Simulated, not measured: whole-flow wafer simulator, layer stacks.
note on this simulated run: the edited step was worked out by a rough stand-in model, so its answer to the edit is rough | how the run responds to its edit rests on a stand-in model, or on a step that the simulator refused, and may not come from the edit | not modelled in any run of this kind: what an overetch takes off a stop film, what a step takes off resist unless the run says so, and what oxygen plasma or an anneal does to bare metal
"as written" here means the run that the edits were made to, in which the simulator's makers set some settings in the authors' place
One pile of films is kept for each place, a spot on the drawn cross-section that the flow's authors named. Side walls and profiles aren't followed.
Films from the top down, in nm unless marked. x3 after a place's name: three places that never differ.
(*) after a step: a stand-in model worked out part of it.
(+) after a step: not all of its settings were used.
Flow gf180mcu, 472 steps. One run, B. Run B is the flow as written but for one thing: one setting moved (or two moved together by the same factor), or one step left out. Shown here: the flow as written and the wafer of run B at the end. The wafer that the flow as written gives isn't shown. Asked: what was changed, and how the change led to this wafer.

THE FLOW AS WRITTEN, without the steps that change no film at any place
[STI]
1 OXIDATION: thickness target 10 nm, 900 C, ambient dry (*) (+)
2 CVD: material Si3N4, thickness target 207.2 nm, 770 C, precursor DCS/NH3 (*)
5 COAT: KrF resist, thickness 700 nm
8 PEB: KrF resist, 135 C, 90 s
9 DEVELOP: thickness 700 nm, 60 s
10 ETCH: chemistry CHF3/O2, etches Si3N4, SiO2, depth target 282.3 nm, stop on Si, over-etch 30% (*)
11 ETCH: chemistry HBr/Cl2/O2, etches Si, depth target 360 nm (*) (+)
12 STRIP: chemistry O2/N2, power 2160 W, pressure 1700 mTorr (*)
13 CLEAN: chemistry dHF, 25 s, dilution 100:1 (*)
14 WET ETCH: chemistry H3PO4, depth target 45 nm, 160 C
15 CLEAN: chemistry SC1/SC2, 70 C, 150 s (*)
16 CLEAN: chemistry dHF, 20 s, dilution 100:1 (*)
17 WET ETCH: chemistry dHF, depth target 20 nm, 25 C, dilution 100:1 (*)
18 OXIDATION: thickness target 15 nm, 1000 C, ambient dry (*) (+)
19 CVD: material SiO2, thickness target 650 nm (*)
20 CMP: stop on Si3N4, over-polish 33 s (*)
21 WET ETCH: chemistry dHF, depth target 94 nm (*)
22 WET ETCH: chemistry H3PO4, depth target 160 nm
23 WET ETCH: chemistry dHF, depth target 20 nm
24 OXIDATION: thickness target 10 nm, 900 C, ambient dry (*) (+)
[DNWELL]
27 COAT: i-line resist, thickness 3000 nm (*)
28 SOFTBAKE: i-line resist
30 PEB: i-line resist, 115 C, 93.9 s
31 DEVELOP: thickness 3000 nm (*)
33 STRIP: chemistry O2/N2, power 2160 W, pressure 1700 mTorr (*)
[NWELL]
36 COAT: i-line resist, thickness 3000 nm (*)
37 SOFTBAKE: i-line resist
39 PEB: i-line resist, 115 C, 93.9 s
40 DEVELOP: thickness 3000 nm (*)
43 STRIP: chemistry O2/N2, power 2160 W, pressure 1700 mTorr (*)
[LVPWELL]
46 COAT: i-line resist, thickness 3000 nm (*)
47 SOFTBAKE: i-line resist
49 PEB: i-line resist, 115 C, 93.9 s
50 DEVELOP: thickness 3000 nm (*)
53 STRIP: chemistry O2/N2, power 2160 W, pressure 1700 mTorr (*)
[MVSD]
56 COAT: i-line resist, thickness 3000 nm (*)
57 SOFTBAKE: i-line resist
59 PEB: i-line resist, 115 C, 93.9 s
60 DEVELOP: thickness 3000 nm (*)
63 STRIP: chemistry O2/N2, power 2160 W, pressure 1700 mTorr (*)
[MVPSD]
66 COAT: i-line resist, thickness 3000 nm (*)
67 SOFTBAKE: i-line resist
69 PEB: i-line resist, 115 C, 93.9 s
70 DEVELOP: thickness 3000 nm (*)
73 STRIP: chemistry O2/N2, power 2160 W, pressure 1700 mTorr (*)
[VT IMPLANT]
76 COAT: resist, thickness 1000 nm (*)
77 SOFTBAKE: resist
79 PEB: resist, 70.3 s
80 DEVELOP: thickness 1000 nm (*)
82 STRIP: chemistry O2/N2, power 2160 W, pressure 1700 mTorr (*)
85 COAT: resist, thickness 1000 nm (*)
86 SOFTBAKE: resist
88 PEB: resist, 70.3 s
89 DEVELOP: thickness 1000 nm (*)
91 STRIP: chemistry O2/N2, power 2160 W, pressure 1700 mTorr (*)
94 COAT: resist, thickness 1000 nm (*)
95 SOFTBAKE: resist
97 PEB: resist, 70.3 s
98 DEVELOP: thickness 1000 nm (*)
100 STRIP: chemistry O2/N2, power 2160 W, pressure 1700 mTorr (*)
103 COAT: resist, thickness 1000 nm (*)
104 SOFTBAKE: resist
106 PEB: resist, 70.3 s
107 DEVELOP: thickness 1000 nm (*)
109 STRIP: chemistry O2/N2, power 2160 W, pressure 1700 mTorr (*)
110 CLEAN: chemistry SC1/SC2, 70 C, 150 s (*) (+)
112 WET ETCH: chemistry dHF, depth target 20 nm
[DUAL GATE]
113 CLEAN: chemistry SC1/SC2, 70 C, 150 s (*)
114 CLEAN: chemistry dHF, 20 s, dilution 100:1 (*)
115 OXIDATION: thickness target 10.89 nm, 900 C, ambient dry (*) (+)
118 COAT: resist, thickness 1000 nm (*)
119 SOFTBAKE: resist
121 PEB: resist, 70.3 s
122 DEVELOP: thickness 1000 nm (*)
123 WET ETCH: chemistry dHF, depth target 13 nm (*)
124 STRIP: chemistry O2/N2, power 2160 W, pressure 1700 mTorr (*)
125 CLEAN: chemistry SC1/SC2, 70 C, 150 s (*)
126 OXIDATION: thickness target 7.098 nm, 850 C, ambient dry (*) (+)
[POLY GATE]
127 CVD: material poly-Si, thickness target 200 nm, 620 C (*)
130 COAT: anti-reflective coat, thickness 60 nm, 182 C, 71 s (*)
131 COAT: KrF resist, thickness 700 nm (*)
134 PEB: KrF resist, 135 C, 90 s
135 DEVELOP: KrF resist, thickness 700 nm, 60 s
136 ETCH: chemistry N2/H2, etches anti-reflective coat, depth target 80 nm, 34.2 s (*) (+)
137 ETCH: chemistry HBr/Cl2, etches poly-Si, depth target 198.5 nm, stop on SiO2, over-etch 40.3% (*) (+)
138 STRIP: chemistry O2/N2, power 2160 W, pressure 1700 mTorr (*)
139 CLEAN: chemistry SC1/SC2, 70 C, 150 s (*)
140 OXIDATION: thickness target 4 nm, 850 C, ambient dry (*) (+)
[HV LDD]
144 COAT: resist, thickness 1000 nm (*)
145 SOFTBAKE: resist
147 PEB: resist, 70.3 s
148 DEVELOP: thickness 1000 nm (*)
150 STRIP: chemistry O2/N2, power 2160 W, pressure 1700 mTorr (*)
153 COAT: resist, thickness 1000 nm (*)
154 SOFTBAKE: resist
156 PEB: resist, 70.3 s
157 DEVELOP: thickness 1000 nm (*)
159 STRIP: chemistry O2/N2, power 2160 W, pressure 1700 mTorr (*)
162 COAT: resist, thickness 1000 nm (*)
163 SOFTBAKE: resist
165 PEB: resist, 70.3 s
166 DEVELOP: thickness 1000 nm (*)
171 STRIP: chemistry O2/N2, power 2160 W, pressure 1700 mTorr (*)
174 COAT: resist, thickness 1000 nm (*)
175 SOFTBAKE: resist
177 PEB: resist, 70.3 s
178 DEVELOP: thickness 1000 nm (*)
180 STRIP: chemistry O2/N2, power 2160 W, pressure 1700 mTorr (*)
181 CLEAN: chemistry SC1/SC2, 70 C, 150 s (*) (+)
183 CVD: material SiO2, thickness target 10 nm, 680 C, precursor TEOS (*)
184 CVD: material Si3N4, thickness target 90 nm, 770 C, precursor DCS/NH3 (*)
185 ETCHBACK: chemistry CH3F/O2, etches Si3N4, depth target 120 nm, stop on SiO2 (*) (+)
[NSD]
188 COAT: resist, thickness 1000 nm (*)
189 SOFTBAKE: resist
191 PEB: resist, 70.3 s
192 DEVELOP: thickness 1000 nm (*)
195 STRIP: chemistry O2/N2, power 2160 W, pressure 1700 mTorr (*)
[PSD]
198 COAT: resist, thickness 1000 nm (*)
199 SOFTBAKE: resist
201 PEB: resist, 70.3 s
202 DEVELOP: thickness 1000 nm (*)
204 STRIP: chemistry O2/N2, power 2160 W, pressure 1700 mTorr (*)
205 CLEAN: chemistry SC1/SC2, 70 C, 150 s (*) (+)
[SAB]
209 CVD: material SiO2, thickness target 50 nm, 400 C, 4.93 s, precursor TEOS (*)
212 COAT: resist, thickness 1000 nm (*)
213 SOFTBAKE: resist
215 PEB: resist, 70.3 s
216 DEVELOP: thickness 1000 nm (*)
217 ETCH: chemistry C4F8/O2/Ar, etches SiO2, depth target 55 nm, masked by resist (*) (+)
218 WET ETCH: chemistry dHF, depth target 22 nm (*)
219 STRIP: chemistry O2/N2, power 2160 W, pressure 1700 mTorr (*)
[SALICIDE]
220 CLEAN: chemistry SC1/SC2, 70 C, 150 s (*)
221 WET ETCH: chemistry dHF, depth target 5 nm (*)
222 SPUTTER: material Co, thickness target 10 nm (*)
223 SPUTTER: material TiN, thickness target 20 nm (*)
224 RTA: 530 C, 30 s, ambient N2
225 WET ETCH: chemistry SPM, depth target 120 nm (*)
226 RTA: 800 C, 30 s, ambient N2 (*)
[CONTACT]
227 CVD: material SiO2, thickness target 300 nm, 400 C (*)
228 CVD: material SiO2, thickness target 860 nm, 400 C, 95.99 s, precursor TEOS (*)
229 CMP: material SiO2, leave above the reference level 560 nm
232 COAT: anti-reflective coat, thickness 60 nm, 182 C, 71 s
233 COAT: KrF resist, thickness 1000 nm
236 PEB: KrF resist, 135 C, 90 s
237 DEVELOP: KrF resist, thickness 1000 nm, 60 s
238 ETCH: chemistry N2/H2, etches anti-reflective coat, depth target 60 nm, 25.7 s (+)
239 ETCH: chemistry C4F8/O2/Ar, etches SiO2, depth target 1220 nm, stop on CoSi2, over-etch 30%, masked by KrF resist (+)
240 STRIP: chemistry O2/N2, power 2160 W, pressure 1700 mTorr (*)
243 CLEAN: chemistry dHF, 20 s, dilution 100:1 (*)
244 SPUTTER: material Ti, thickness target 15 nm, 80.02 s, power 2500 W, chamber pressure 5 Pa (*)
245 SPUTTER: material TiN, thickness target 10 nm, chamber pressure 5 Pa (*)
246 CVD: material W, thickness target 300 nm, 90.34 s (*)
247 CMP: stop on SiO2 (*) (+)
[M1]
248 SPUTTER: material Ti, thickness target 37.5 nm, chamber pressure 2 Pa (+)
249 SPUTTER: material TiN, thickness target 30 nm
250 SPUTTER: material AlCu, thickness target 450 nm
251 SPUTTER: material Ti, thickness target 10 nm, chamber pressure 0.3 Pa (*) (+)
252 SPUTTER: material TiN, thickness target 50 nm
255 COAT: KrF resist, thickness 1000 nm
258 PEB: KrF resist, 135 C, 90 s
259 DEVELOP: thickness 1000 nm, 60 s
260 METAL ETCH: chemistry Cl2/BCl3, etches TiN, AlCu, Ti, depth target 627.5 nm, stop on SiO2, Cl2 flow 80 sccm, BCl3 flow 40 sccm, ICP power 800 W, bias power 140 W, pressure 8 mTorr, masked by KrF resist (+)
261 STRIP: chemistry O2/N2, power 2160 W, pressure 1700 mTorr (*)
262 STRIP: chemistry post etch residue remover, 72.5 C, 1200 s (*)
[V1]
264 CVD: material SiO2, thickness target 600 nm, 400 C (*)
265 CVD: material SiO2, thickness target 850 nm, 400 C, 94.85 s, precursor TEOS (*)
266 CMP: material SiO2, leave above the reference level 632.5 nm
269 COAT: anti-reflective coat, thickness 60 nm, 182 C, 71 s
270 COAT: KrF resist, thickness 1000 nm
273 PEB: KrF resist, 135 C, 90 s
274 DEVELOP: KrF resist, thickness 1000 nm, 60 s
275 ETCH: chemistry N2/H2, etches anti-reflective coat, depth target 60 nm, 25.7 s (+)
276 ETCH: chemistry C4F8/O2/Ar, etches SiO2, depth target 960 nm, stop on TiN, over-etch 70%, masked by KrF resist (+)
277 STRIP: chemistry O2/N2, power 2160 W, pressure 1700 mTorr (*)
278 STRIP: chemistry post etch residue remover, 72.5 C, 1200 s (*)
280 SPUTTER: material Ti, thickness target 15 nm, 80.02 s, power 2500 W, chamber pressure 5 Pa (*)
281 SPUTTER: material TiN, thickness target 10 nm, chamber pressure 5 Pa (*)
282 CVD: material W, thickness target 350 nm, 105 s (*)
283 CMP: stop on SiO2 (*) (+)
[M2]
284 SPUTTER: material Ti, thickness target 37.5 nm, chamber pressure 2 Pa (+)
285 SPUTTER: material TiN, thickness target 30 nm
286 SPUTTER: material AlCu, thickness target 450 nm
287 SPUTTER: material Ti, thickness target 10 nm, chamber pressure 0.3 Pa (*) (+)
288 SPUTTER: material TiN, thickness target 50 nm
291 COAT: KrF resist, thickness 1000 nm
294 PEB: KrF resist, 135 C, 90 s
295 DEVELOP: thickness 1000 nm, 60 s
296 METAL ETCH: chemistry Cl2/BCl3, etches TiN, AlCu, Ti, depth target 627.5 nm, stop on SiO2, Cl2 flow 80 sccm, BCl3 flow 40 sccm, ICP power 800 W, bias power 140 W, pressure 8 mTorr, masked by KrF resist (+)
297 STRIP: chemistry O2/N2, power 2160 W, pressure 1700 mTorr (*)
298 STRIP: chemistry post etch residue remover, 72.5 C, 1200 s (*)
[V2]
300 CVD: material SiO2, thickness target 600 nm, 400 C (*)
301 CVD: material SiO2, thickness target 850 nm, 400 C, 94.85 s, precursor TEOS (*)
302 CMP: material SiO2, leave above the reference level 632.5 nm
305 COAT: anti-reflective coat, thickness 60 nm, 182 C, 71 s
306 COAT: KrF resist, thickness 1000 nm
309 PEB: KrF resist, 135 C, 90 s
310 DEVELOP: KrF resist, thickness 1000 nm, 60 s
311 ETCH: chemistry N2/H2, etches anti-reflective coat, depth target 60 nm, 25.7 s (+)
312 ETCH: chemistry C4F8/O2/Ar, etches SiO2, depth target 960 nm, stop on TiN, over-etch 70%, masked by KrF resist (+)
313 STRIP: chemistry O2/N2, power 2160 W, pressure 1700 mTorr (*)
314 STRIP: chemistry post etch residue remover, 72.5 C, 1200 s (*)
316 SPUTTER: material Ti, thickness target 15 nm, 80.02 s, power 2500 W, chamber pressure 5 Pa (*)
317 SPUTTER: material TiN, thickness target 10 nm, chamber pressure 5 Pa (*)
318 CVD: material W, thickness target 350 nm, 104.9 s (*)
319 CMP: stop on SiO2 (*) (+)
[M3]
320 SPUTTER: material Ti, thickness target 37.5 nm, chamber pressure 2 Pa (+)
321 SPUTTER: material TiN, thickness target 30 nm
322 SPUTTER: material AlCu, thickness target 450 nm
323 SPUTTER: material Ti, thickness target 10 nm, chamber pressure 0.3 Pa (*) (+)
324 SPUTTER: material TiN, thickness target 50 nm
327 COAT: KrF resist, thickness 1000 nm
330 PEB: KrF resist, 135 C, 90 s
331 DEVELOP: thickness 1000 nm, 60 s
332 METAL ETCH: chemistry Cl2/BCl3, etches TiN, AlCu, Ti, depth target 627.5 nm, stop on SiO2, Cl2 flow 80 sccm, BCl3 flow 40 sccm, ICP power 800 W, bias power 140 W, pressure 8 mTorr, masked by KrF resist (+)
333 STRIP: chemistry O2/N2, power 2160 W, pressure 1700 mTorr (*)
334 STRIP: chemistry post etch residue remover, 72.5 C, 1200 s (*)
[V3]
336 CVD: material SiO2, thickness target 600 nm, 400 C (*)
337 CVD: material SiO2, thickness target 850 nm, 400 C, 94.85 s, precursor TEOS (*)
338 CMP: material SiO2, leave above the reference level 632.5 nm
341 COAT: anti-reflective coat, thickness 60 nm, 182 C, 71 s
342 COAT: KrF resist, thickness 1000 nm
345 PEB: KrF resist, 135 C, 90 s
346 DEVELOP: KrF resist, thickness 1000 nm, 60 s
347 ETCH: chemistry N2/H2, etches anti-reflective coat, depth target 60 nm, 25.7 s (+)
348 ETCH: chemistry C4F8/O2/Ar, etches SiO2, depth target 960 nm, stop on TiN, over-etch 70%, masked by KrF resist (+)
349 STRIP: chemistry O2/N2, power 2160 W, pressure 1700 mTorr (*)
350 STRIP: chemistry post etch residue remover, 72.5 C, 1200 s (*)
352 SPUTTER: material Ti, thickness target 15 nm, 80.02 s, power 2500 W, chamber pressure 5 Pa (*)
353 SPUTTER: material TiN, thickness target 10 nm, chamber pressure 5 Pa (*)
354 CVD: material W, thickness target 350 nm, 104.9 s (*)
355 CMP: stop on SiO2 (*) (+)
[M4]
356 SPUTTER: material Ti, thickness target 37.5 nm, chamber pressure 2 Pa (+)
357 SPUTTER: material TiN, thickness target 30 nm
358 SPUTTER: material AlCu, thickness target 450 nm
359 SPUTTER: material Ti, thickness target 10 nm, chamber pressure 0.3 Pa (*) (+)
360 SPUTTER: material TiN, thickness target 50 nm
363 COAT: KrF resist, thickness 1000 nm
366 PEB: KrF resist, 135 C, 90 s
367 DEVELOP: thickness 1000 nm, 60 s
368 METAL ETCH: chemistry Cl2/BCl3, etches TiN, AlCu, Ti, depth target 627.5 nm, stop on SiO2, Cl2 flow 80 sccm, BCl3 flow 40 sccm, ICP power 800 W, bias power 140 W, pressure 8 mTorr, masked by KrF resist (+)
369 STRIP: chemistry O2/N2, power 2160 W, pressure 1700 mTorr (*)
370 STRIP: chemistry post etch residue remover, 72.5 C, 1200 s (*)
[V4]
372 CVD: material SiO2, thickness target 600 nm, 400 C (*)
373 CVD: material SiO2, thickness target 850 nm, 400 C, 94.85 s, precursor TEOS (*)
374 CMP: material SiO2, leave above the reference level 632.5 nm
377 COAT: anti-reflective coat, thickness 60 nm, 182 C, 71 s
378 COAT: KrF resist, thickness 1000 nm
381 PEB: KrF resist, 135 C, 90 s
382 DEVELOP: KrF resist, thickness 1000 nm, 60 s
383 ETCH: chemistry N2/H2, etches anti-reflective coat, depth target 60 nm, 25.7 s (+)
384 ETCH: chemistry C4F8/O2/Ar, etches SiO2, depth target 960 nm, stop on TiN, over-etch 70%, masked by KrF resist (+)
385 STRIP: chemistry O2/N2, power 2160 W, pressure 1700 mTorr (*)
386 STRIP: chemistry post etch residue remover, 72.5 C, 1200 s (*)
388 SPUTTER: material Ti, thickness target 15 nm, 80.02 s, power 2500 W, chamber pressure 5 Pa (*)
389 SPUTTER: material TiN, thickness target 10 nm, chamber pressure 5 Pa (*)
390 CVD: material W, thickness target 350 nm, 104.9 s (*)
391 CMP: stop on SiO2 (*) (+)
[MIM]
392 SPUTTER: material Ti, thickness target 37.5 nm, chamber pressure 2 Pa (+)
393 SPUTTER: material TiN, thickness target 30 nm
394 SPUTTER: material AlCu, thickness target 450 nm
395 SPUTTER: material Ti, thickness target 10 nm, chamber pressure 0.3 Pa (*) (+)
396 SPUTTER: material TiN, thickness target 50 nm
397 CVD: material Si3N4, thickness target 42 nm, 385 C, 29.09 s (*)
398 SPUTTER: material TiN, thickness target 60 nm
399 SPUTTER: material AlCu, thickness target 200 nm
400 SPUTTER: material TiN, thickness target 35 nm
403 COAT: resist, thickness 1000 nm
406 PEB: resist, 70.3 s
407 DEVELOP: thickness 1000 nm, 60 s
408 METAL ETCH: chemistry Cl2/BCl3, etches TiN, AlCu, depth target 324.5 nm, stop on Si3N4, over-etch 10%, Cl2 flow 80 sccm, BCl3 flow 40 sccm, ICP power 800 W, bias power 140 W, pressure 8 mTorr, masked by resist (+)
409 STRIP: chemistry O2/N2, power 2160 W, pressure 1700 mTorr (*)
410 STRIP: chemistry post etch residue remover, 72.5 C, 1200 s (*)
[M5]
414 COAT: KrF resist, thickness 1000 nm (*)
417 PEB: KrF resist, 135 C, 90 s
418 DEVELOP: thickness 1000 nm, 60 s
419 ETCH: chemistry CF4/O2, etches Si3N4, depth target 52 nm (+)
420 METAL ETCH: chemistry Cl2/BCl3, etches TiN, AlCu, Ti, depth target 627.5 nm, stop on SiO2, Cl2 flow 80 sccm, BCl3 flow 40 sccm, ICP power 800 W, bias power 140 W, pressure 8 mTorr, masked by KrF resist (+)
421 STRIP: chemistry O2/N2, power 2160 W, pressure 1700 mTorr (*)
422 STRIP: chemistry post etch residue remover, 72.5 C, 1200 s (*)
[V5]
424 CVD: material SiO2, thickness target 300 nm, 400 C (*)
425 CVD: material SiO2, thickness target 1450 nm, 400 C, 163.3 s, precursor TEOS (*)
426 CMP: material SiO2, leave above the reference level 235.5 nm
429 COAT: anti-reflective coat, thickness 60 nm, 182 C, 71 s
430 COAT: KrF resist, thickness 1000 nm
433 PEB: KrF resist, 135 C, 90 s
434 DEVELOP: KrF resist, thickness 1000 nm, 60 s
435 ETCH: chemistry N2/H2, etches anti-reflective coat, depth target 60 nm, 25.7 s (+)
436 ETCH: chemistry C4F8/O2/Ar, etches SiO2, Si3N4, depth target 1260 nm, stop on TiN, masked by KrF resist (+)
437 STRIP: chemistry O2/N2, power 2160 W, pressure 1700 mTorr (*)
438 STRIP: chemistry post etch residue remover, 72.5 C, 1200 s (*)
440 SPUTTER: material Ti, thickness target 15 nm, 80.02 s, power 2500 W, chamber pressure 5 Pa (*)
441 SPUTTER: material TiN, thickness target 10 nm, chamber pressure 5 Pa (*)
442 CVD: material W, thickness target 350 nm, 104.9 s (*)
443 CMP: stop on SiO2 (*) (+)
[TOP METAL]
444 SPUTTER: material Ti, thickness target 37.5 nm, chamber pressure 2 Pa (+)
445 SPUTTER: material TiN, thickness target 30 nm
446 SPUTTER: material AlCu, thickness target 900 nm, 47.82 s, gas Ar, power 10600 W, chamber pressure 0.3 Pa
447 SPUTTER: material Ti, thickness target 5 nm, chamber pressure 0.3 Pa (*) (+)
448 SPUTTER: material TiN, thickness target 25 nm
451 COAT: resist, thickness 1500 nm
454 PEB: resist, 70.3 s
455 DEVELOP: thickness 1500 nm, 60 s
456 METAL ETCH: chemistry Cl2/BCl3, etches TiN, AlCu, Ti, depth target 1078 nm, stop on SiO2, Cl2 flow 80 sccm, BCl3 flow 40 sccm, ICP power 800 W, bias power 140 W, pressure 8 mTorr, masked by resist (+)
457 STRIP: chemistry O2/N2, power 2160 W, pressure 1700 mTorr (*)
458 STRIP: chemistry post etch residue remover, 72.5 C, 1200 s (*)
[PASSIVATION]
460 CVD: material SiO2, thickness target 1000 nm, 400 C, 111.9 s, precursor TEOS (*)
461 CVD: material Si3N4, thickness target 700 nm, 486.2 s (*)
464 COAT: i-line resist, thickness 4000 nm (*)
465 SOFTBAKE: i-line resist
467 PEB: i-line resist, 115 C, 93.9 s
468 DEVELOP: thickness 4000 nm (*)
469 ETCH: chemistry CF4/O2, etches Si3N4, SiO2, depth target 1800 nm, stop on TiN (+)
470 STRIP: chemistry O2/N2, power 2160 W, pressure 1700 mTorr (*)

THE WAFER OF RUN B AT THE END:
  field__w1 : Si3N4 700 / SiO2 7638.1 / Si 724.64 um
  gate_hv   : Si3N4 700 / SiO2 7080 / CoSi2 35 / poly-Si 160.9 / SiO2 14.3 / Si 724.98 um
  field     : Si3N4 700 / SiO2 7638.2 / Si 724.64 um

The cause: step 460, CVD: thickness target 400 nm was run, where the flow has thickness target 1000 nm; step 460, CVD: 44.78 s was run, where the flow has 111.9 s.

How the change led to this, step by step:
  460 CVD: material SiO2, thickness target 1000 nm, 400 C, 111.9 s, precursor TEOS (*)
      field, field__w1, field__w2 and 103 more: SiO2 +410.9 (as written it would be: SiO2 +1000)
      field__w8, contact, m1, m1__w1, pad, m1_nw: SiO2 +410.9 (new film) (as written it would be: SiO2 +1000 (new film))
  465 SOFTBAKE: i-line resist
      gate: i-line resist -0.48 (as written it would be: i-line resist +1.79)
      ld_acc_p, ld_fp_p, ld_drift_p: i-line resist +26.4 (as written it would be: i-line resist +33.8)
      (and at 57 more places)
  469 ETCH: chemistry CF4/O2, etches Si3N4, SiO2, depth target 1800 nm, stop on TiN (+)
      field, field__w1, field__w2 and 108 more: i-line resist -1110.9 (as written it would be: i-line resist -1200)
      pad: Si3N4 -700 (all of it), SiO2 -410.9 (all of it) (as written it would be: Si3N4 -700 (all of it), SiO2 -1000 (all of it))
  470 STRIP: chemistry O2/N2, power 2160 W, pressure 1700 mTorr (*)
      iso_ptap_pw, iso_ntap_nw, iso_nw_fld and 33 more: i-line resist -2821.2 (all of it) (as written it would be: i-line resist -2732.1 (all of it))
      p_well, sti, spacer, sd_n, mim_1p0, dice_street: i-line resist -2826.3 (all of it) (as written it would be: i-line resist -2738.3 (all of it))
      (and at 69 more places)
